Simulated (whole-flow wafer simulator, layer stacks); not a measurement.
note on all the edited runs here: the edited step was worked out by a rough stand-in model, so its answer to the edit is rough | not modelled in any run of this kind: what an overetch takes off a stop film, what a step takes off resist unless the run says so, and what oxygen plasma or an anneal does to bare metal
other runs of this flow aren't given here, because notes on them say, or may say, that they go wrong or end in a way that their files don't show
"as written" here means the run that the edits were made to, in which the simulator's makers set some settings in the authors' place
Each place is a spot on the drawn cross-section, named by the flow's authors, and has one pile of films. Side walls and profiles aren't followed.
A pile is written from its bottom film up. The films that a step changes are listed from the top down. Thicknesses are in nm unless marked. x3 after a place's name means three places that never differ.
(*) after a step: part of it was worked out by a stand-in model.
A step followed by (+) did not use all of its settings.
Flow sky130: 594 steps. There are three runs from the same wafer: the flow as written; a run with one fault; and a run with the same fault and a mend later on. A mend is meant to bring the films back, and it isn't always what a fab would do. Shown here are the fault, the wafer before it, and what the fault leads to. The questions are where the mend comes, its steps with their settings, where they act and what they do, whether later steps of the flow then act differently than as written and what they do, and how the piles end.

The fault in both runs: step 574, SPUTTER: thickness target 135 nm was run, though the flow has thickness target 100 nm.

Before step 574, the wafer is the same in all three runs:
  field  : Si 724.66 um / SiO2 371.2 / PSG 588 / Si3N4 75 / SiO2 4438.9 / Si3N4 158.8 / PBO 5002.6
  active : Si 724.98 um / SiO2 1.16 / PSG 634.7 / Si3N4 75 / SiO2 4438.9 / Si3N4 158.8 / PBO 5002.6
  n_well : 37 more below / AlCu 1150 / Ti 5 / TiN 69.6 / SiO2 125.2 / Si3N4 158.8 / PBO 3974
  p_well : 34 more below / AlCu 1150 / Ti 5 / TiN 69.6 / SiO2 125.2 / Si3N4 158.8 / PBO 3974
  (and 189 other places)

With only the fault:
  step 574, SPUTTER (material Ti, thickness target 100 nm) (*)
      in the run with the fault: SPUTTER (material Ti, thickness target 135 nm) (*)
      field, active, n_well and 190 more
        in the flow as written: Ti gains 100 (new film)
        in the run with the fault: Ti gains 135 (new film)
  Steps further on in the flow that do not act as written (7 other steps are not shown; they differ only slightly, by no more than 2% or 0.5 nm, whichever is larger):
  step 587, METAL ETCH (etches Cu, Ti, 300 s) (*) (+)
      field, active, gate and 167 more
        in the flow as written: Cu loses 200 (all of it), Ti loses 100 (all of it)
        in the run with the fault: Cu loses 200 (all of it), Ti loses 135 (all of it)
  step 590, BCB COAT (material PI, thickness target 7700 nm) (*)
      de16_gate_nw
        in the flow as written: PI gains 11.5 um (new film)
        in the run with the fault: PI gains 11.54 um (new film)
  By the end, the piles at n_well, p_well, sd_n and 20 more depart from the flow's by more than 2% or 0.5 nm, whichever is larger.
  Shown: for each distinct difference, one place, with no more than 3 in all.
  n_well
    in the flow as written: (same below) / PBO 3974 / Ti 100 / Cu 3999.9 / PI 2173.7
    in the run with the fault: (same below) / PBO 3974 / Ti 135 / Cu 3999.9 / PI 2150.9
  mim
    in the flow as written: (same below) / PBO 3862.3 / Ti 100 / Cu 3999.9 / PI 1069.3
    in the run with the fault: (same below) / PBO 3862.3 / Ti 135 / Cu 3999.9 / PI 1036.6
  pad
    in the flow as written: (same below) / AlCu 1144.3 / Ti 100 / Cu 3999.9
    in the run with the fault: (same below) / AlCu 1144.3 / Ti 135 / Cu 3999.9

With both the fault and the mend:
  The mend stands after step 574.
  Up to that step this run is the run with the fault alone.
  step 574a, ETCH (chemistry CF4/O2, etches Si3N4, SiO2, TiN, Ti, depth target 35 nm) (a further turn of the flow's step 554, with different settings)
      field, active, n_well and 190 more
        Ti loses 35
  Later steps of the flow that are run all act as written at every place that is followed, up to a difference of at most 2% or 0.5 nm, whichever is larger.
  By the end, the piles equal the flow's at every place that both follow.
